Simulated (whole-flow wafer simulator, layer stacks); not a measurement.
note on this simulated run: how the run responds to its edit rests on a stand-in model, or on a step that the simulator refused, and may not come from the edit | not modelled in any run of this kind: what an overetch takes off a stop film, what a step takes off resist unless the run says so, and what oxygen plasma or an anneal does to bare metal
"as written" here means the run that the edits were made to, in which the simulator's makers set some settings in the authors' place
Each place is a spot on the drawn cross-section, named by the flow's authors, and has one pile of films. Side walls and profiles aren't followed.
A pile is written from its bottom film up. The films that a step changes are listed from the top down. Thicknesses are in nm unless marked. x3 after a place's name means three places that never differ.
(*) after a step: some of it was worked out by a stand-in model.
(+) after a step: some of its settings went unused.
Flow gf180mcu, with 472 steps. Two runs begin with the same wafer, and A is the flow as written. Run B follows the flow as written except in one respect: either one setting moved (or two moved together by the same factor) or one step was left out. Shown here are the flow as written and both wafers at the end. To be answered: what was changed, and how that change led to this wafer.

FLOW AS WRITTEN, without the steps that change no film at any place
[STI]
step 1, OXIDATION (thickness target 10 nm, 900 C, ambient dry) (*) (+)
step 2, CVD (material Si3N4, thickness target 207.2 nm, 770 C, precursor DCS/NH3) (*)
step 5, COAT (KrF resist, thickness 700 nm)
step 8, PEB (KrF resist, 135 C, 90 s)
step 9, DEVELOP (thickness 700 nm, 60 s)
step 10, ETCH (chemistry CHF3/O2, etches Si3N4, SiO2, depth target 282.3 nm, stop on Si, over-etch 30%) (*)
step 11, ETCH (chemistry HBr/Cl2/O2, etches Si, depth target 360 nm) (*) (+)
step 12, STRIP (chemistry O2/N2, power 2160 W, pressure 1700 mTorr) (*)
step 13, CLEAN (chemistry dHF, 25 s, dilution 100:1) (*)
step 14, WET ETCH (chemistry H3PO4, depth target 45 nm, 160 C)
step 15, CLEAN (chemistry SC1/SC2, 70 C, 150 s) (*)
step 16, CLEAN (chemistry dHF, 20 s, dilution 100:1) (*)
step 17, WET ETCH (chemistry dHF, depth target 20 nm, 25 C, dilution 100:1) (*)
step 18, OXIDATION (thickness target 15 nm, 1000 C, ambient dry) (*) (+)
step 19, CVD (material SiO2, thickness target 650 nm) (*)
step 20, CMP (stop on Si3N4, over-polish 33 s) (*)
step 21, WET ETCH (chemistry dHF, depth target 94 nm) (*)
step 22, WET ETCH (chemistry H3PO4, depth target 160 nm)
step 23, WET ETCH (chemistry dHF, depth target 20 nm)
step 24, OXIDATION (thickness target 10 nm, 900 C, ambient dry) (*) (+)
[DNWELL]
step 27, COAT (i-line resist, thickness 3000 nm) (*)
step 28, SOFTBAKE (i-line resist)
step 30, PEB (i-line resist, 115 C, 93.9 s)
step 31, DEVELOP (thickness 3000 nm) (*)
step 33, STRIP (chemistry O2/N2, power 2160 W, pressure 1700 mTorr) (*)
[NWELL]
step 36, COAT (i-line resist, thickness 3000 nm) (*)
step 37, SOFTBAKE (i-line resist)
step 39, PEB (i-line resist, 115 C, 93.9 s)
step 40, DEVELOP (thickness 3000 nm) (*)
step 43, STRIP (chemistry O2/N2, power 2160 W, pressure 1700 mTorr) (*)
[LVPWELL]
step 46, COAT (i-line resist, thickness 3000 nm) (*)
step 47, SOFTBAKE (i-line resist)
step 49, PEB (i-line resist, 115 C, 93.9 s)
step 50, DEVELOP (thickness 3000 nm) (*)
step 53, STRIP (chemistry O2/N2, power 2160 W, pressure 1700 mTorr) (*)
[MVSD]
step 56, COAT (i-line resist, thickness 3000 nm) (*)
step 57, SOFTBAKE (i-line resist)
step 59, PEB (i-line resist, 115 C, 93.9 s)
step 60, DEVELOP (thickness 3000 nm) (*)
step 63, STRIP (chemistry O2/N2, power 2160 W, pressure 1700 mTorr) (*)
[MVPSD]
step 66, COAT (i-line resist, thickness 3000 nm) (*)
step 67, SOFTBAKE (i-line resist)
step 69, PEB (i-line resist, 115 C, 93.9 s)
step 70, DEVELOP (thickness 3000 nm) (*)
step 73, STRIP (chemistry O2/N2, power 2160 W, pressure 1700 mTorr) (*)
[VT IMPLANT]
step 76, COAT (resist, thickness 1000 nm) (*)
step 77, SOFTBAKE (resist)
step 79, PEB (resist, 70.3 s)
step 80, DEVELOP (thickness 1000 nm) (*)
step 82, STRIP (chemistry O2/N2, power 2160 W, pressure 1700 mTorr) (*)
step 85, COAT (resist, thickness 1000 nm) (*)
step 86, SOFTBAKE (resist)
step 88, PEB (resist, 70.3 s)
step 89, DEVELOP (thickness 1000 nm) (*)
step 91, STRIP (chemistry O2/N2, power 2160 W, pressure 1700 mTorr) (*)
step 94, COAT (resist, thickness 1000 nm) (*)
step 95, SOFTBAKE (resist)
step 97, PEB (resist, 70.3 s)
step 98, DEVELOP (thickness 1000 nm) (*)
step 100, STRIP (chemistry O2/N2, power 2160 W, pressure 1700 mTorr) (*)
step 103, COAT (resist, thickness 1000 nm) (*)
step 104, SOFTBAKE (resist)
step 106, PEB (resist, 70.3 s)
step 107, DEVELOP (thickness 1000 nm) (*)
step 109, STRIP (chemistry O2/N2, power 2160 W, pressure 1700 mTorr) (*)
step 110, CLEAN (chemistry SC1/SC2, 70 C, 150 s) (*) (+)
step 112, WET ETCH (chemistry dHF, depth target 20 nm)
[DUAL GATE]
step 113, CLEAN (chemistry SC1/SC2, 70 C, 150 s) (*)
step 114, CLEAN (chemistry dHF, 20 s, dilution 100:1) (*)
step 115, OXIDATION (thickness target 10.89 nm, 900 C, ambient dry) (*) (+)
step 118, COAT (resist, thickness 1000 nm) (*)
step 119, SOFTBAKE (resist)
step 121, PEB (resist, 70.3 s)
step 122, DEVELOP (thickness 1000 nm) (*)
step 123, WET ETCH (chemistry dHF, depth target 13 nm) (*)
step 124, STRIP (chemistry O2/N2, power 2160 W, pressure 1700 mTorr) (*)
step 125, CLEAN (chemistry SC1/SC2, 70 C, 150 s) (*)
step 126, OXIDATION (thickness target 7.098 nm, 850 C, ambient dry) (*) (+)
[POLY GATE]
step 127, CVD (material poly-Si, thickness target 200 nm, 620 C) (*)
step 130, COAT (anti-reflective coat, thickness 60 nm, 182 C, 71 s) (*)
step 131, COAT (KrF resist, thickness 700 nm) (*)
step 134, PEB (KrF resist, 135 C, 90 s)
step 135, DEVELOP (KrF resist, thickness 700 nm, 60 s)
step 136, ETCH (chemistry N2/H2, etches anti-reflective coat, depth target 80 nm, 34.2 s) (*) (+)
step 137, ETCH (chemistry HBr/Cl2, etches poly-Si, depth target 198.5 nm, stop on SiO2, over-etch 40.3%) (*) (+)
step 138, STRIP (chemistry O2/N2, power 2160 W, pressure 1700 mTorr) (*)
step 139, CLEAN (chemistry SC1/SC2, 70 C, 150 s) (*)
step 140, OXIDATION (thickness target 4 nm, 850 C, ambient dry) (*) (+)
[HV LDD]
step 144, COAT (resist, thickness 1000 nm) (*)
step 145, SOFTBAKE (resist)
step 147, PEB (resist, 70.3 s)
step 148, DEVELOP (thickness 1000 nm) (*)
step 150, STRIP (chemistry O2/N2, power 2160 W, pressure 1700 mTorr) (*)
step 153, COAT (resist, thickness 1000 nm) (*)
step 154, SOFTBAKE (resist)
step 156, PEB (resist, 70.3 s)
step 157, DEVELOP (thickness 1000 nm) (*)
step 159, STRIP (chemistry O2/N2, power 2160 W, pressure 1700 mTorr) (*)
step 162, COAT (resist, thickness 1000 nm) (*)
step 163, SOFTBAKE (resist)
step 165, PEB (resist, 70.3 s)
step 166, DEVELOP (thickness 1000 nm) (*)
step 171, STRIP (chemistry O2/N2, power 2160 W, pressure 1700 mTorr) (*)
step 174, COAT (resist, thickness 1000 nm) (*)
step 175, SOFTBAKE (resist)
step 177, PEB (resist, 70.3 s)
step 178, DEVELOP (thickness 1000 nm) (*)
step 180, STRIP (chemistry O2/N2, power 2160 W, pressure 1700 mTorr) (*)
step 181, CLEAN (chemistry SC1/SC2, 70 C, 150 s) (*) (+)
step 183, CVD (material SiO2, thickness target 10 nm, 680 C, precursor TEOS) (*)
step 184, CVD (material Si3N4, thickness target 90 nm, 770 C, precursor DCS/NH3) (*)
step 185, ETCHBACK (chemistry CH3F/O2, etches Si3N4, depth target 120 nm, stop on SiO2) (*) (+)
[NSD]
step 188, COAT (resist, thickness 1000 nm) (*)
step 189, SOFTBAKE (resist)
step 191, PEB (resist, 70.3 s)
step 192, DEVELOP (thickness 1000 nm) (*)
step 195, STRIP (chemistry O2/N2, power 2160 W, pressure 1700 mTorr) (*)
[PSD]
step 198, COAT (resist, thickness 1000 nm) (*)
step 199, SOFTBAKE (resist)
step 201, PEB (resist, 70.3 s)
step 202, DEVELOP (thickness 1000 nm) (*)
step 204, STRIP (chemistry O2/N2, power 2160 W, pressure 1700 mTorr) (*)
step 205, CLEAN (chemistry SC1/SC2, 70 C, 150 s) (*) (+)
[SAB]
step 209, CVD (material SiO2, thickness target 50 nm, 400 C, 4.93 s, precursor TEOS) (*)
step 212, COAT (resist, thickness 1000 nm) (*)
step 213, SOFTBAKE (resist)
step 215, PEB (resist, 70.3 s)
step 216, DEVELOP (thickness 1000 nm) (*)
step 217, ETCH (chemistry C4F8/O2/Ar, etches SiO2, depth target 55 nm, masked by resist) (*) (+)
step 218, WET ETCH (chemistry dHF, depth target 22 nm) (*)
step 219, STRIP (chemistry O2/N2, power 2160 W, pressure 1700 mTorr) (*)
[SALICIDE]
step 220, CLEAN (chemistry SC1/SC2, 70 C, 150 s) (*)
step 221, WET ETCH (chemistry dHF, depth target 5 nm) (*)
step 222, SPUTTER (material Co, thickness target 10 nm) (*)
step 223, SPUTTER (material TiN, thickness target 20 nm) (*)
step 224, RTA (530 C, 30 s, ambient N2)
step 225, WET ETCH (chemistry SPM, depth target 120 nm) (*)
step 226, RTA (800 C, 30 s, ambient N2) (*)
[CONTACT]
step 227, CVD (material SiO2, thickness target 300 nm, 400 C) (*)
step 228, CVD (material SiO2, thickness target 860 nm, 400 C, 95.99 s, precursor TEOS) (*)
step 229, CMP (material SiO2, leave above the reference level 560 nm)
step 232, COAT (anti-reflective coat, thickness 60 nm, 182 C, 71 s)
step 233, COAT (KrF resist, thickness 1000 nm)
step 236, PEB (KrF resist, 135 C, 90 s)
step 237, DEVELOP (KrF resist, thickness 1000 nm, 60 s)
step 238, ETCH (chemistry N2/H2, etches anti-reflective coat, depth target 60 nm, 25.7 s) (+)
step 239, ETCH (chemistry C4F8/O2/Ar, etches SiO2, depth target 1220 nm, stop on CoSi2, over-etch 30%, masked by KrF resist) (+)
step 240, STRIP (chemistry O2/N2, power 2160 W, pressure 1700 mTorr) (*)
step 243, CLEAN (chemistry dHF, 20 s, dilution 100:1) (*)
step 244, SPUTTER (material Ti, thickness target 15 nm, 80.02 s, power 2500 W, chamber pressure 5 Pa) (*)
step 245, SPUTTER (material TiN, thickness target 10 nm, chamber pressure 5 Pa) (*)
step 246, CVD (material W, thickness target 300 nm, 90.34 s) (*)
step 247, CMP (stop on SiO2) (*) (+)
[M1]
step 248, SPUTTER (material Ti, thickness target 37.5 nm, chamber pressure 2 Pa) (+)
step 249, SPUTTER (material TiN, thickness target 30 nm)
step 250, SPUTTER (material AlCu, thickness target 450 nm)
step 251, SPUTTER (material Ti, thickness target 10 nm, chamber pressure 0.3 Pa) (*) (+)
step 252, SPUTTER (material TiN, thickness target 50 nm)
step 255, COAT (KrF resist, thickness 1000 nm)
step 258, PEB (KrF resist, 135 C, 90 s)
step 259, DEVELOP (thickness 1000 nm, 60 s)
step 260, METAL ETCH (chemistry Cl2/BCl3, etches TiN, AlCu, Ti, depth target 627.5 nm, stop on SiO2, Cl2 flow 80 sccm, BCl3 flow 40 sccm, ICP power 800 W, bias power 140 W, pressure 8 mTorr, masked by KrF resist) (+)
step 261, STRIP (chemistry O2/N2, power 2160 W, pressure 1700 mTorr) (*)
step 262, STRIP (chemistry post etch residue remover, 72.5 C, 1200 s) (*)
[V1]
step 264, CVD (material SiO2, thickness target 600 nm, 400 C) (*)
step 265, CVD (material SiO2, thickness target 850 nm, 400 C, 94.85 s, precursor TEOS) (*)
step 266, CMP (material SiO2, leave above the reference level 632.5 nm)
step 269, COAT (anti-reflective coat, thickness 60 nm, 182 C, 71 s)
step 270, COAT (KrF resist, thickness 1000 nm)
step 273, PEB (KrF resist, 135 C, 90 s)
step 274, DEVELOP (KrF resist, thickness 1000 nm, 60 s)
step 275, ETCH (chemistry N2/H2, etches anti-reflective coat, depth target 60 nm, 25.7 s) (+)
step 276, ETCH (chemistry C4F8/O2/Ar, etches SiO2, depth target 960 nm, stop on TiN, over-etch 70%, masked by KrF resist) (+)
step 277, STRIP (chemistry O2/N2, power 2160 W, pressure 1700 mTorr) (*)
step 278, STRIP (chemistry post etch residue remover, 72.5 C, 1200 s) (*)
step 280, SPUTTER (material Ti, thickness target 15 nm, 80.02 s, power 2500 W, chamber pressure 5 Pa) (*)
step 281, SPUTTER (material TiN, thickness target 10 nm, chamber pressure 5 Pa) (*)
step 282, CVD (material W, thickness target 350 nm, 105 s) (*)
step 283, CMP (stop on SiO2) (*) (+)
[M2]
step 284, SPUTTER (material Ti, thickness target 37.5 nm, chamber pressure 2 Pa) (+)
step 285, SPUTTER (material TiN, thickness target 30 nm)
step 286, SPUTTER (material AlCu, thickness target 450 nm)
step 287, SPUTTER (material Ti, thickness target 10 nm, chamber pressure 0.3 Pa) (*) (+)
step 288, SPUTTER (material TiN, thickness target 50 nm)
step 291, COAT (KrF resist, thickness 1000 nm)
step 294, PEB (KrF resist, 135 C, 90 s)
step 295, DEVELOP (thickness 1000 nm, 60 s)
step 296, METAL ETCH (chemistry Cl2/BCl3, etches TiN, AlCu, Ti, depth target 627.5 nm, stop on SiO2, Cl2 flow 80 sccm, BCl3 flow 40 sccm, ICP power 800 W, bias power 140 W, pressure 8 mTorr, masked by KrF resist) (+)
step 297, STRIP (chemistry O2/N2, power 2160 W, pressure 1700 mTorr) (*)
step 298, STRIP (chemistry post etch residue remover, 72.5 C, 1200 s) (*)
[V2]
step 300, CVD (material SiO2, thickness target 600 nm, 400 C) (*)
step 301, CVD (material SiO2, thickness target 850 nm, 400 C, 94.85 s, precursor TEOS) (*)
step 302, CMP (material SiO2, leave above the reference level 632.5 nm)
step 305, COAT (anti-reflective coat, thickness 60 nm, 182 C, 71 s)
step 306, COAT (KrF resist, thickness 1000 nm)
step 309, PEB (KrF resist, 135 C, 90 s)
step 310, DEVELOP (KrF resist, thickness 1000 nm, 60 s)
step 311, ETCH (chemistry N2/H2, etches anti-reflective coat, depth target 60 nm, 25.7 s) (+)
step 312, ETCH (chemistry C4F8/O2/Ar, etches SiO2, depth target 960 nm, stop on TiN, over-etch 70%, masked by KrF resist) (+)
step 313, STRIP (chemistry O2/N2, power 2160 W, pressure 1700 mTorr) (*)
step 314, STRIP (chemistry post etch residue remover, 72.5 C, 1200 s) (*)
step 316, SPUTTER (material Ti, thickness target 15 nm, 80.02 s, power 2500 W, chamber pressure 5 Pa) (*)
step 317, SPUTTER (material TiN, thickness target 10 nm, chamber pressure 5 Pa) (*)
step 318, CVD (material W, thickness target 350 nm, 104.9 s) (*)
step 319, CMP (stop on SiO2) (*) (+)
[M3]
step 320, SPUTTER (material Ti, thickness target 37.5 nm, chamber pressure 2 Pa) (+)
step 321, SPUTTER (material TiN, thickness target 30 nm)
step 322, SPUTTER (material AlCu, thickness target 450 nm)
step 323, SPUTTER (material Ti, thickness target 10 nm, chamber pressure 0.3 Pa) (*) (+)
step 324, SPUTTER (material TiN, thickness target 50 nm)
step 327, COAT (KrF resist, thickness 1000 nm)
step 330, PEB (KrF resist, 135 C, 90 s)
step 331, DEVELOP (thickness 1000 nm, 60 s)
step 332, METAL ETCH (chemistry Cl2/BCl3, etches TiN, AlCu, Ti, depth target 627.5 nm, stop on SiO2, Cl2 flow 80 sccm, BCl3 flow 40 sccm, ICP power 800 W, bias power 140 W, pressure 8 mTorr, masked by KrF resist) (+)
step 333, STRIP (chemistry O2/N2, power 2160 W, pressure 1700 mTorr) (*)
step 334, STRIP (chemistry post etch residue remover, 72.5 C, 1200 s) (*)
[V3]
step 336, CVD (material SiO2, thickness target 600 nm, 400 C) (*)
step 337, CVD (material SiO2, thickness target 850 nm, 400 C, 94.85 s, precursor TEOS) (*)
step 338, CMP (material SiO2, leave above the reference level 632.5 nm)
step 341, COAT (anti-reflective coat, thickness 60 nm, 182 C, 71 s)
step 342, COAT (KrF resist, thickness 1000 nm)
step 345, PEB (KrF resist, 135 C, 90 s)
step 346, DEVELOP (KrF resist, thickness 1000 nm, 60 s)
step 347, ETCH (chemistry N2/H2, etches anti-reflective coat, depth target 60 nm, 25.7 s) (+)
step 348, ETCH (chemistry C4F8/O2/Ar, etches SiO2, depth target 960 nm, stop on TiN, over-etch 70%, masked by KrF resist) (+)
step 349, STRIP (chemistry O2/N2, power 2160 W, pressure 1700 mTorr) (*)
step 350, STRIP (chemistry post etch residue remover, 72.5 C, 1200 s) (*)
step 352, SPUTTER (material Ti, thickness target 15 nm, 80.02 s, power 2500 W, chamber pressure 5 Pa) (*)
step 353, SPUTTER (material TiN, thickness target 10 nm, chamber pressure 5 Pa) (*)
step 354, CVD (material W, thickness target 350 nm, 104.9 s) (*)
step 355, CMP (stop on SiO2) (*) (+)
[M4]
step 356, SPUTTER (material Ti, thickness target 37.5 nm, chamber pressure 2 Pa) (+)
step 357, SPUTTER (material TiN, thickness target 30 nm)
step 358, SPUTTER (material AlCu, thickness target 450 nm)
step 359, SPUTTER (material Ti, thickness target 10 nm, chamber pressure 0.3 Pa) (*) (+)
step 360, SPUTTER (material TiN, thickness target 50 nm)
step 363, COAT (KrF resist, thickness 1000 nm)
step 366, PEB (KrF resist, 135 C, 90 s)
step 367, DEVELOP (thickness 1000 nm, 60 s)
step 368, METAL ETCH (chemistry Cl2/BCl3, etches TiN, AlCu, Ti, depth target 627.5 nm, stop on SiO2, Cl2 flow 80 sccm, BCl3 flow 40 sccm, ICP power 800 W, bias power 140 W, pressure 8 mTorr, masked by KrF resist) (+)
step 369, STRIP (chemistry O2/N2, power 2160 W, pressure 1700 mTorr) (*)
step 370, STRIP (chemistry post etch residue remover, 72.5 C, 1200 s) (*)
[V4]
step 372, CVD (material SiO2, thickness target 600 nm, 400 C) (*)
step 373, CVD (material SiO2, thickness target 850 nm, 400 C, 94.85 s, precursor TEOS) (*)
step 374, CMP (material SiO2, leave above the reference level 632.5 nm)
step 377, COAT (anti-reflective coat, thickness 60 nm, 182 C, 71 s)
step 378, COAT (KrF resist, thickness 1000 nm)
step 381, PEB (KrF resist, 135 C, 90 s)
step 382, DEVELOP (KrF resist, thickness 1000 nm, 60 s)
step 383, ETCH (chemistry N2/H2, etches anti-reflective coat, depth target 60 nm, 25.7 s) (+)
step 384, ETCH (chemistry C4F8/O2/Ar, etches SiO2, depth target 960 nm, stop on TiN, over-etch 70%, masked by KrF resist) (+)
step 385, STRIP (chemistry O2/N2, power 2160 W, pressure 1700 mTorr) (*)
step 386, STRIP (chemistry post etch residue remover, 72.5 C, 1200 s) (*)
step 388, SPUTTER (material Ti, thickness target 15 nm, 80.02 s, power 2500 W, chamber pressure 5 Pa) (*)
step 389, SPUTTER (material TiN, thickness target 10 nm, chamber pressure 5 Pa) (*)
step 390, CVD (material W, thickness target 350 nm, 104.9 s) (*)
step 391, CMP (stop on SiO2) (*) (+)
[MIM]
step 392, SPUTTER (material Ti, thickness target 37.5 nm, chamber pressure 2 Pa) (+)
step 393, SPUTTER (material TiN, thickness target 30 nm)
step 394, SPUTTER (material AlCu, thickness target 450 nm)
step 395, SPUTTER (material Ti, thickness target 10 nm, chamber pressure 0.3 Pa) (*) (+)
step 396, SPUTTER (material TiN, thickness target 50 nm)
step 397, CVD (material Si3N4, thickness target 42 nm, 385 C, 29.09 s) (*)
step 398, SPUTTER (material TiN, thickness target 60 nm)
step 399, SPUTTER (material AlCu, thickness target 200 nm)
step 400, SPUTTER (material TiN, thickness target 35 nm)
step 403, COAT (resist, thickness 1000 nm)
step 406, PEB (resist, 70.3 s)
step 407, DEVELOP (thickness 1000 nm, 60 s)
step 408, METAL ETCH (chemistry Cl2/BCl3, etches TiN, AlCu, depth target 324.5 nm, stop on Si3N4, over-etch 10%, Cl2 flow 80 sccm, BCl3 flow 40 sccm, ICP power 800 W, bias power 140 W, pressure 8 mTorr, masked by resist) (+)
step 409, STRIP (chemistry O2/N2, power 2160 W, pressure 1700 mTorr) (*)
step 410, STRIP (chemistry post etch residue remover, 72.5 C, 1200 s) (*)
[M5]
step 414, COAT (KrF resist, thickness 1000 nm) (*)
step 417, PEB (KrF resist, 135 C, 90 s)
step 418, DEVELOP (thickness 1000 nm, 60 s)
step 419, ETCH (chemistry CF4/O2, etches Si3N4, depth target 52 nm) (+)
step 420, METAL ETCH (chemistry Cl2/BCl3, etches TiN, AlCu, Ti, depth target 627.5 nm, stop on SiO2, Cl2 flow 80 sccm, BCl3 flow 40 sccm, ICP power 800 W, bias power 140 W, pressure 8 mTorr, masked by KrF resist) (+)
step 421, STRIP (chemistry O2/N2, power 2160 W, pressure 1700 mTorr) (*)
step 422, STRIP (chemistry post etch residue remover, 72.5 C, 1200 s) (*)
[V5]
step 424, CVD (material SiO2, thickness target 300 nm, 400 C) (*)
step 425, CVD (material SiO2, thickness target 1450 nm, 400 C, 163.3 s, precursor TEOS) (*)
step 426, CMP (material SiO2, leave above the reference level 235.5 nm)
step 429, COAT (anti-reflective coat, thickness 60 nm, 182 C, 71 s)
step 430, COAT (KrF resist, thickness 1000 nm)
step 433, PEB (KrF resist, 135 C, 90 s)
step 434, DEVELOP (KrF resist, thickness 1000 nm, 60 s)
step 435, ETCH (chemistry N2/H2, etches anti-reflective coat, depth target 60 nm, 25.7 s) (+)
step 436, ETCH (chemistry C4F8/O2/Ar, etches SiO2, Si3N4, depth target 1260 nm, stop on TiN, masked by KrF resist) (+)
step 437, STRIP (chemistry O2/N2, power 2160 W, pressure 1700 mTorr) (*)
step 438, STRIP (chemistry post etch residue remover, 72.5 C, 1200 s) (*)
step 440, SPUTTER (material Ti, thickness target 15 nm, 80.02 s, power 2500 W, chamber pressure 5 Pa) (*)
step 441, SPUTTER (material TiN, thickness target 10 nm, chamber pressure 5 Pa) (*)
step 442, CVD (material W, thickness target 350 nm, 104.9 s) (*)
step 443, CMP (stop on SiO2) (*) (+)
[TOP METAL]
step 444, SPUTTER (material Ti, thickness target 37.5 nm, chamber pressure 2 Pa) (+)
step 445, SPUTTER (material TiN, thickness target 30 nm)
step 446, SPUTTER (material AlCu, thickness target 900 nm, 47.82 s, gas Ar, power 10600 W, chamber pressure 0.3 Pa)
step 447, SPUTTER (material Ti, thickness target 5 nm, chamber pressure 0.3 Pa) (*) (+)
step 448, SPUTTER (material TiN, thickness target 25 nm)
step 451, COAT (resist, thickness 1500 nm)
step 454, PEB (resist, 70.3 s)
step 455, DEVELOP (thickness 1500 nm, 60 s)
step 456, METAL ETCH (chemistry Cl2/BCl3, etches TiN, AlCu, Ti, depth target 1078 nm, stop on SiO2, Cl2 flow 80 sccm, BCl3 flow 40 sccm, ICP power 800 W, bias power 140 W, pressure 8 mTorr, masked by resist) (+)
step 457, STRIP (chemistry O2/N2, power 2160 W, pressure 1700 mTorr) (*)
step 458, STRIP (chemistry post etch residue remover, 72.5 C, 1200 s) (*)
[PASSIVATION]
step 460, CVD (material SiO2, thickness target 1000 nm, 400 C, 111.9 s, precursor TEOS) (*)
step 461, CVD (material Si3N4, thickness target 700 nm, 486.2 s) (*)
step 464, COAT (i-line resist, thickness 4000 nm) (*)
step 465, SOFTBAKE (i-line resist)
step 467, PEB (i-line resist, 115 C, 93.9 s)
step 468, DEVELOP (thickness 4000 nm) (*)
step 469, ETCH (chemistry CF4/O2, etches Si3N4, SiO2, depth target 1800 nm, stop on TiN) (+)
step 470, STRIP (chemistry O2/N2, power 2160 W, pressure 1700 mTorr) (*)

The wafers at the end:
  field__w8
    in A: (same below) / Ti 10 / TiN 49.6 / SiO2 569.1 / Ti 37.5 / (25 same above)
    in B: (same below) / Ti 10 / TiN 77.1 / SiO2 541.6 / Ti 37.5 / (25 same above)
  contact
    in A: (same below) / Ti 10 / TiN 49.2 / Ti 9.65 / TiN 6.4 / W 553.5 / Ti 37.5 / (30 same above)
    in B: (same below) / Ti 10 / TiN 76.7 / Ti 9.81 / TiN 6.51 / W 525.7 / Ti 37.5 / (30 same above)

Cause: step 288, SPUTTER: thickness target 77.5 nm was run, while the flow as written has thickness target 50 nm.

Step by step, how the change led to this:
  step 288, SPUTTER (material TiN, thickness target 50 nm)
      field, field__w1, field__w2 and 108 more: A TiN gains 50 (new film) | B TiN gains 77.5 (new film)
  step 296, METAL ETCH (chemistry Cl2/BCl3, etches TiN, AlCu, Ti, depth target 627.5 nm, stop on SiO2, Cl2 flow 80 sccm, BCl3 flow 40 sccm, ICP power 800 W, bias power 140 W, pressure 8 mTorr, masked by KrF resist) (+)
      field, field__w1, field__w2 and 103 more: A TiN loses 50 (all of it), Ti loses 10 (all of it), AlCu loses 450 (all of it), TiN loses 30 (all of it), Ti loses 37.5 (all of it) | B TiN loses 77.5 (all of it), Ti loses 10 (all of it), AlCu loses 450 (all of it), TiN loses 30 (all of it), Ti loses 37.5 (all of it)
  step 302, CMP (material SiO2, leave above the reference level 632.5 nm)
      field__w8, contact, m1, m1__w1, m1_nw: A SiO2 loses 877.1 | B SiO2 loses 904.6
  step 312, ETCH (chemistry C4F8/O2/Ar, etches SiO2, depth target 960 nm, stop on TiN, over-etch 70%, masked by KrF resist) (+)
      field, field__w1, field__w2 and 107 more: A KrF resist loses 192 | B KrF resist loses 185.3
      contact: A SiO2 loses 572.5 (all of it) | B SiO2 loses 545 (all of it)
  step 318, CVD (material W, thickness target 350 nm, 104.9 s) (*)
      contact: A W gains 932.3 (new film) | B W gains 904.5 (new film)
